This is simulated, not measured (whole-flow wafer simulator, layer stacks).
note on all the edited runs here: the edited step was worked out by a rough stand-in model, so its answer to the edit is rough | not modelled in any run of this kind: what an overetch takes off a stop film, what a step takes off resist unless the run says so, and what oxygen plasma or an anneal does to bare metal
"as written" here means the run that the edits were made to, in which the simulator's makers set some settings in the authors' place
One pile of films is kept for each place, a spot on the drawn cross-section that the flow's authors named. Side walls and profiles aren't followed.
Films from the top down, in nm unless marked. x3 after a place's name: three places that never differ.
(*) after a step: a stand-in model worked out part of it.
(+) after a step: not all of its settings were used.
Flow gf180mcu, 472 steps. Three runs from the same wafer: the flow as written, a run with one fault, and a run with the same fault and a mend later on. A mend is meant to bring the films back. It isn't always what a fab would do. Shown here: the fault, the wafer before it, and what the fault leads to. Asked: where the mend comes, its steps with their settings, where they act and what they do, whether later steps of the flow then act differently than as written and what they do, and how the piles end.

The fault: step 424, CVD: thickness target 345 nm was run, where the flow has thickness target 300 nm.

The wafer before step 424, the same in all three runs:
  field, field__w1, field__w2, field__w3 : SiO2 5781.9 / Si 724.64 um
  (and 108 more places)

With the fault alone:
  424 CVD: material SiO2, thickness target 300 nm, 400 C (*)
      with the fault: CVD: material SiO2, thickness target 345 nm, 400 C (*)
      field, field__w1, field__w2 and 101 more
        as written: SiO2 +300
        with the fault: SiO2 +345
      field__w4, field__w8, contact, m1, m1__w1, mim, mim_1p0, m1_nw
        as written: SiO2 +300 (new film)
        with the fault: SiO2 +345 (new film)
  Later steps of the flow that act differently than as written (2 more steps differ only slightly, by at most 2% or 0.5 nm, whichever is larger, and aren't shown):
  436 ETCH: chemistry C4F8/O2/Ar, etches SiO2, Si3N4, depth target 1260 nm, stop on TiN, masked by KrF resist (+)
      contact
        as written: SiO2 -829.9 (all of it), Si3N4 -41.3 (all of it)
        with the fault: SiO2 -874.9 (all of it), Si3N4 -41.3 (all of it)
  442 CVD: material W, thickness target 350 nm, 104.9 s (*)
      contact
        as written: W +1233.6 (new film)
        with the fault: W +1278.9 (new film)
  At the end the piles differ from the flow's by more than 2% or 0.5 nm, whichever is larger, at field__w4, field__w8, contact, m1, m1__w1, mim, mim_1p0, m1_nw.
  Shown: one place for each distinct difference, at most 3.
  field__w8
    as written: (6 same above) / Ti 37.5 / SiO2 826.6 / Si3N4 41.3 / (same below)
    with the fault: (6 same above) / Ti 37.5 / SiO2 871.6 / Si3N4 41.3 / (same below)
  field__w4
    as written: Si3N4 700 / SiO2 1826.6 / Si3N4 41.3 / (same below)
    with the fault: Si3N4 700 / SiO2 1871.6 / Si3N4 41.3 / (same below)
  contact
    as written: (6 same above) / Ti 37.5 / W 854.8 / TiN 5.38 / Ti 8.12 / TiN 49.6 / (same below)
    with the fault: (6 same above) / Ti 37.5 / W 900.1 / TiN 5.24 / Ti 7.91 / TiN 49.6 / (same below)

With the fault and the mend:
  The mend comes after step 435.
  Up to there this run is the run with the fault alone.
  436 ETCH: chemistry C4F8/O2/Ar, etches SiO2, Si3N4, depth target 1305 nm, stop on TiN, masked by KrF resist (+) (the flow's step 436, which as written has depth target 1260 nm)
      field, field__w1, field__w2 and 108 more
        KrF resist -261
      contact
        SiO2 -874.9 (all of it), Si3N4 -41.3 (all of it)
  Later steps of the flow that act differently than as written (3 more steps differ only slightly, by at most 2% or 0.5 nm, whichever is larger, and aren't shown):
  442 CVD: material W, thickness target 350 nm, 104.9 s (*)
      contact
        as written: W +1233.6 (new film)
        with the mend: W +1278.9 (new film)
  At the end the piles differ from the flow's by more than 2% or 0.5 nm, whichever is larger, at field__w4, field__w8, contact, m1, m1__w1, mim, mim_1p0, m1_nw.
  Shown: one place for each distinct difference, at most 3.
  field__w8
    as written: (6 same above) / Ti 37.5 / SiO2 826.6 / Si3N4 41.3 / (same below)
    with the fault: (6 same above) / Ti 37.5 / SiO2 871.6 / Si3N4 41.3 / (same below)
    with the mend: (6 same above) / Ti 37.5 / SiO2 871.6 / Si3N4 41.3 / (same below)
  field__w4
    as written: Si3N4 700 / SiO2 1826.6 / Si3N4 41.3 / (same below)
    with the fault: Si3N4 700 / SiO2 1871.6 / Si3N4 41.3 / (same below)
    with the mend: Si3N4 700 / SiO2 1871.6 / Si3N4 41.3 / (same below)
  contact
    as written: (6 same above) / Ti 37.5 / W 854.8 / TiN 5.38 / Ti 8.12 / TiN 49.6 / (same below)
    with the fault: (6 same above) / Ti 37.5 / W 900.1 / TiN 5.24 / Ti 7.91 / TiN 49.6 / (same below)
    with the mend: (6 same above) / Ti 37.5 / W 900.1 / TiN 5.24 / Ti 7.91 / TiN 49.6 / (same below)
